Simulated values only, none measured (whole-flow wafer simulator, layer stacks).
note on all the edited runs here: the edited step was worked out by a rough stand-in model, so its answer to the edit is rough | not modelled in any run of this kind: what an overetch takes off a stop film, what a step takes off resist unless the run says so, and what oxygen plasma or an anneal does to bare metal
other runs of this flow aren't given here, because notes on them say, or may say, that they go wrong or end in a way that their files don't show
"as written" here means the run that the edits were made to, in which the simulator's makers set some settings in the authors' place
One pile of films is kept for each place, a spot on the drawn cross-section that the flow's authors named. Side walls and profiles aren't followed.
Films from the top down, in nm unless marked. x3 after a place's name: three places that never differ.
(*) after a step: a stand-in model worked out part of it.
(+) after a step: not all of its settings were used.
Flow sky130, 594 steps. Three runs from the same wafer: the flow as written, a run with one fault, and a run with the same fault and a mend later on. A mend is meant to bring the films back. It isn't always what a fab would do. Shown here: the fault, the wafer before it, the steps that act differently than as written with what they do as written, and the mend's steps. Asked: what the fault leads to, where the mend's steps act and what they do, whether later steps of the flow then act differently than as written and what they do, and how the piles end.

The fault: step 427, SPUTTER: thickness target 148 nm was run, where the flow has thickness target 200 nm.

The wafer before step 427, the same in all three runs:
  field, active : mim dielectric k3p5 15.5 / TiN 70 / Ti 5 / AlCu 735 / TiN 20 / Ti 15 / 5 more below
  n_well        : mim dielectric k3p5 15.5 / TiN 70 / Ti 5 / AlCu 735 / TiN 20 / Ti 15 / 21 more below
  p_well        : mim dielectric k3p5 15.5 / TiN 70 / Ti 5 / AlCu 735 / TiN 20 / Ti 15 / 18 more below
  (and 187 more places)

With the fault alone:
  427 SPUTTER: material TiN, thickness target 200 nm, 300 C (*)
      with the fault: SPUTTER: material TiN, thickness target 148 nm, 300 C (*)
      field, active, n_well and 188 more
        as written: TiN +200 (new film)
        with the fault: TiN +148 (new film)
  Later steps of the flow that act differently than as written (3 more steps differ only slightly, by at most 2% or 0.5 nm, whichever is larger, and aren't shown):
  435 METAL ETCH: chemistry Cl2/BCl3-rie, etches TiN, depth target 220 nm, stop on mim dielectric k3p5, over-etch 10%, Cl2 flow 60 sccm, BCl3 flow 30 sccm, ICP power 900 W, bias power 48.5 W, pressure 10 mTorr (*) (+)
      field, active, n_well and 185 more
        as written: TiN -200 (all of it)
        with the fault: TiN -148 (all of it)
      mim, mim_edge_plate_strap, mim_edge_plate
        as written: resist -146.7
        with the fault: resist -108.5
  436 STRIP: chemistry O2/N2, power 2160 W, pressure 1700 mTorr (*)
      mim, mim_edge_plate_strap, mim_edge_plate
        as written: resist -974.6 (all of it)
        with the fault: resist -1012.7 (all of it)
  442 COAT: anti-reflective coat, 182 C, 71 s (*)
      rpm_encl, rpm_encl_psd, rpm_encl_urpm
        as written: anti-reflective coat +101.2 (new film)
        with the fault: anti-reflective coat +104 (new film)
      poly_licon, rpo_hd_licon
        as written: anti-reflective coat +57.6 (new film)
        with the fault: anti-reflective coat +71.9 (new film)
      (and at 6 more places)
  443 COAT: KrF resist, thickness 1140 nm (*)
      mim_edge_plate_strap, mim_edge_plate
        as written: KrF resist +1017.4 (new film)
        with the fault: KrF resist +1069.4 (new film)
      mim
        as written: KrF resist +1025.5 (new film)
        with the fault: KrF resist +1071.2 (new film)
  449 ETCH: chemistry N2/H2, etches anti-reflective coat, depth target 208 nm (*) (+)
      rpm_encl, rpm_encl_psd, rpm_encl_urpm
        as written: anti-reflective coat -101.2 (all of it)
        with the fault: anti-reflective coat -104 (all of it)
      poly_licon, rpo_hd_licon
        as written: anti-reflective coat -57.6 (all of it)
        with the fault: anti-reflective coat -71.9 (all of it)
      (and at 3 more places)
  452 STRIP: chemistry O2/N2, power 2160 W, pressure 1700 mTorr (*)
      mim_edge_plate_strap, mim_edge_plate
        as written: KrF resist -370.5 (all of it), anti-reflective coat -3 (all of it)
        with the fault: KrF resist -422.4 (all of it), anti-reflective coat -3 (all of it)
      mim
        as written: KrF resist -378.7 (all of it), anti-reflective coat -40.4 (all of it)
        with the fault: KrF resist -424.3 (all of it), anti-reflective coat -30.6 (all of it)
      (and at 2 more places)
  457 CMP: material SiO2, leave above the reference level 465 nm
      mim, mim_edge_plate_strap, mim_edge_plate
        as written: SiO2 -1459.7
        with the fault: SiO2 -1407.7
  At the end the piles differ from the flow's by more than 2% or 0.5 nm, whichever is larger, at mim, mim_edge_plate_strap, mim_edge_plate.
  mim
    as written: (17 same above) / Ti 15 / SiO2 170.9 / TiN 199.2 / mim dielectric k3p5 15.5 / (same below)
    with the fault: (17 same above) / Ti 15 / SiO2 222.9 / TiN 147.2 / mim dielectric k3p5 15.5 / (same below)
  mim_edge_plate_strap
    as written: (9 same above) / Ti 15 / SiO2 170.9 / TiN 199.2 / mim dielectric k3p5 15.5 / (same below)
    with the fault: (9 same above) / Ti 15 / SiO2 222.9 / TiN 147.2 / mim dielectric k3p5 15.5 / (same below)
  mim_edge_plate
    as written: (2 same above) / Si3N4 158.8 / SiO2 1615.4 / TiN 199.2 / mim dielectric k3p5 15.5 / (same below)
    with the fault: (2 same above) / Si3N4 158.8 / SiO2 1667.4 / TiN 147.2 / mim dielectric k3p5 15.5 / (same below)

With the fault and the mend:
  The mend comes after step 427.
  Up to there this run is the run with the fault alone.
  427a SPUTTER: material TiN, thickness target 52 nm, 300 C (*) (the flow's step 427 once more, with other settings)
      field, active, n_well and 188 more
        TiN +52
  No later step of the flow acts differently than as written at any place that is followed.
  At the end the piles are the same as the flow's at every place that both follow.
